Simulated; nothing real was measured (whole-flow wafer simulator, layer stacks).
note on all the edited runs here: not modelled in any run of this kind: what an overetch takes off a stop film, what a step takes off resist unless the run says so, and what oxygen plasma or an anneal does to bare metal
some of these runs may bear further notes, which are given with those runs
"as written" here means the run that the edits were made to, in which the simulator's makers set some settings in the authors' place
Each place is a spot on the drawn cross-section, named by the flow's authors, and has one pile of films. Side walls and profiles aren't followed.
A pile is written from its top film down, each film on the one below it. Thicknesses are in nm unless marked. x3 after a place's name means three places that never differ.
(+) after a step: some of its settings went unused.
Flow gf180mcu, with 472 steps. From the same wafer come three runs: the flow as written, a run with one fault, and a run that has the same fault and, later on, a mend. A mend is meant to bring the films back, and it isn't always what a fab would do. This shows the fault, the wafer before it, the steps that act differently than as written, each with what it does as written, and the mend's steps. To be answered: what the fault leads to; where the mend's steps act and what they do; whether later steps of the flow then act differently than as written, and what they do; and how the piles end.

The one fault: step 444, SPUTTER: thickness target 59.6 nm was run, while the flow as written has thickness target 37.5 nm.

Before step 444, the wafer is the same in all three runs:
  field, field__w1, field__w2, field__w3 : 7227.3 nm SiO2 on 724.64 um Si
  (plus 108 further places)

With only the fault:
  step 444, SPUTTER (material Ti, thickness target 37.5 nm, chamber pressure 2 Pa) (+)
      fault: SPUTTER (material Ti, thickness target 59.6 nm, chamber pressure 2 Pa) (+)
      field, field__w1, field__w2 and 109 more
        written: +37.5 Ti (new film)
        fault: +59.6 Ti (new film)
  Later steps of the flow acting differently than as written (not shown: 4 more steps that differ only slightly, by at most 2% or 0.5 nm, whichever is larger):
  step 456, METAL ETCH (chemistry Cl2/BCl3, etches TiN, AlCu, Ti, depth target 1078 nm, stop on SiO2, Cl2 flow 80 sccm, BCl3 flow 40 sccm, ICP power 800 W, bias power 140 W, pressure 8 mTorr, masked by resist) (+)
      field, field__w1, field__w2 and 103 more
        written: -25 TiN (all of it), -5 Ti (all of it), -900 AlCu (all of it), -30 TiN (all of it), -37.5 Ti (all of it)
        fault: -25 TiN (all of it), -5 Ti (all of it), -900 AlCu (all of it), -30 TiN (all of it), -59.6 Ti (all of it)
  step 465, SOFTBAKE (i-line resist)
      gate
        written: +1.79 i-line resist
        fault: -0.2 i-line resist
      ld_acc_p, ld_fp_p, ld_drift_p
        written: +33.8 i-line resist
        fault: +27.8 i-line resist
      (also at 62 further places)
  At field__w8, contact, m1, m1__w1, pad, m1_nw, the piles at the end differ from the flow's by more than 2% or 0.5 nm, whichever is larger.
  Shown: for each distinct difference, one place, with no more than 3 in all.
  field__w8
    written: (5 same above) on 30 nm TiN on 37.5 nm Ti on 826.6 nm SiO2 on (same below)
    fault: (5 same above) on 30 nm TiN on 59.6 nm Ti on 826.6 nm SiO2 on (same below)
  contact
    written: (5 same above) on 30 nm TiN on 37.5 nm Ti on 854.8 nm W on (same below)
    fault: (5 same above) on 30 nm TiN on 59.6 nm Ti on 854.8 nm W on (same below)
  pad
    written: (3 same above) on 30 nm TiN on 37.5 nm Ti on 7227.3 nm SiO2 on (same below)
    fault: (3 same above) on 30 nm TiN on 59.6 nm Ti on 7227.3 nm SiO2 on (same below)

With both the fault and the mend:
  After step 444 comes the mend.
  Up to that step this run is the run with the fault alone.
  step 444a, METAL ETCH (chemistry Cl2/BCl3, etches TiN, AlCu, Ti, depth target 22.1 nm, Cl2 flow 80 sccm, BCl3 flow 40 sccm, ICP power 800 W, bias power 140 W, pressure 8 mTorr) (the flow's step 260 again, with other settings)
      field, field__w1, field__w2 and 109 more
        -22.1 Ti
  None of the later steps of the flow acts differently than as written at any place that is followed.
  By the end, the piles equal the flow's at every place that both follow.
